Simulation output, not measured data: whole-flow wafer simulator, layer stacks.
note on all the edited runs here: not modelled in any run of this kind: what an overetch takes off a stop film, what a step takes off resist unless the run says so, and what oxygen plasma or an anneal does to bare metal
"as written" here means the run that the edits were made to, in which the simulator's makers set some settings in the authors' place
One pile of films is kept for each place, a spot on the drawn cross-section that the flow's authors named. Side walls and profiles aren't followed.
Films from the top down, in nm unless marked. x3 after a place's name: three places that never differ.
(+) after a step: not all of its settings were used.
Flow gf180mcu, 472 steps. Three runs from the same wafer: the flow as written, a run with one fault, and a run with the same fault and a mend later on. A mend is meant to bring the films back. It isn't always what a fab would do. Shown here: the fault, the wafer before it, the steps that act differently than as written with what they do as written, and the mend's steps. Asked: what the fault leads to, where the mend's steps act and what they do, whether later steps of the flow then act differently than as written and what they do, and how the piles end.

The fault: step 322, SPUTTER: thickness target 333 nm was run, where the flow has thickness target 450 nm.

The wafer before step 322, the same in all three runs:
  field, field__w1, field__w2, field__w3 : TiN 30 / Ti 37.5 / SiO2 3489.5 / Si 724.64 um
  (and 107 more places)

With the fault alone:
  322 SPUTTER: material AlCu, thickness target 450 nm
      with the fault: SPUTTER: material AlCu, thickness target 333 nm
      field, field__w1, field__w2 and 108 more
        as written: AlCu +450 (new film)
        with the fault: AlCu +333 (new film)
  Later steps of the flow that act differently than as written:
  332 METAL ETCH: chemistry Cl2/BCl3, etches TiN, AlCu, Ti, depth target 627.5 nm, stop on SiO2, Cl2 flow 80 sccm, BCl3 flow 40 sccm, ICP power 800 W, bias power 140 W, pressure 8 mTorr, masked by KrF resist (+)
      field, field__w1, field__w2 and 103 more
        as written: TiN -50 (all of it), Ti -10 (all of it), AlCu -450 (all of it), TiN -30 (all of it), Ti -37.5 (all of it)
        with the fault: TiN -50 (all of it), Ti -10 (all of it), AlCu -333 (all of it), TiN -30 (all of it), Ti -37.5 (all of it)
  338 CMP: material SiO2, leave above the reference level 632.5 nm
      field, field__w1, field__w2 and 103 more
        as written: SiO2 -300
        with the fault: SiO2 -417
  At the end the piles differ from the flow's by more than 2% or 0.5 nm, whichever is larger, at field__w4, field__w8, contact, m1, m1__w1, mim, mim_1p0, m1_nw.
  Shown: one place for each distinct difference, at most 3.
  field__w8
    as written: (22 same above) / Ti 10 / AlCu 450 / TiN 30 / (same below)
    with the fault: (22 same above) / Ti 10 / AlCu 333 / TiN 30 / (same below)
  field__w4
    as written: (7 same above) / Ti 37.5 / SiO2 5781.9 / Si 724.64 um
    with the fault: (7 same above) / Ti 37.5 / SiO2 5664.9 / Si 724.64 um
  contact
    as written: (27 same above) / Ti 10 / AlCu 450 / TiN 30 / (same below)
    with the fault: (27 same above) / Ti 10 / AlCu 333 / TiN 30 / (same below)

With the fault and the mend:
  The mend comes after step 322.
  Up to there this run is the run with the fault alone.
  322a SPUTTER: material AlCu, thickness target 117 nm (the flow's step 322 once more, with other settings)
      field, field__w1, field__w2 and 108 more
        AlCu +117
  No later step of the flow acts differently than as written at any place that is followed.
  At the end the piles are the same as the flow's at every place that both follow.
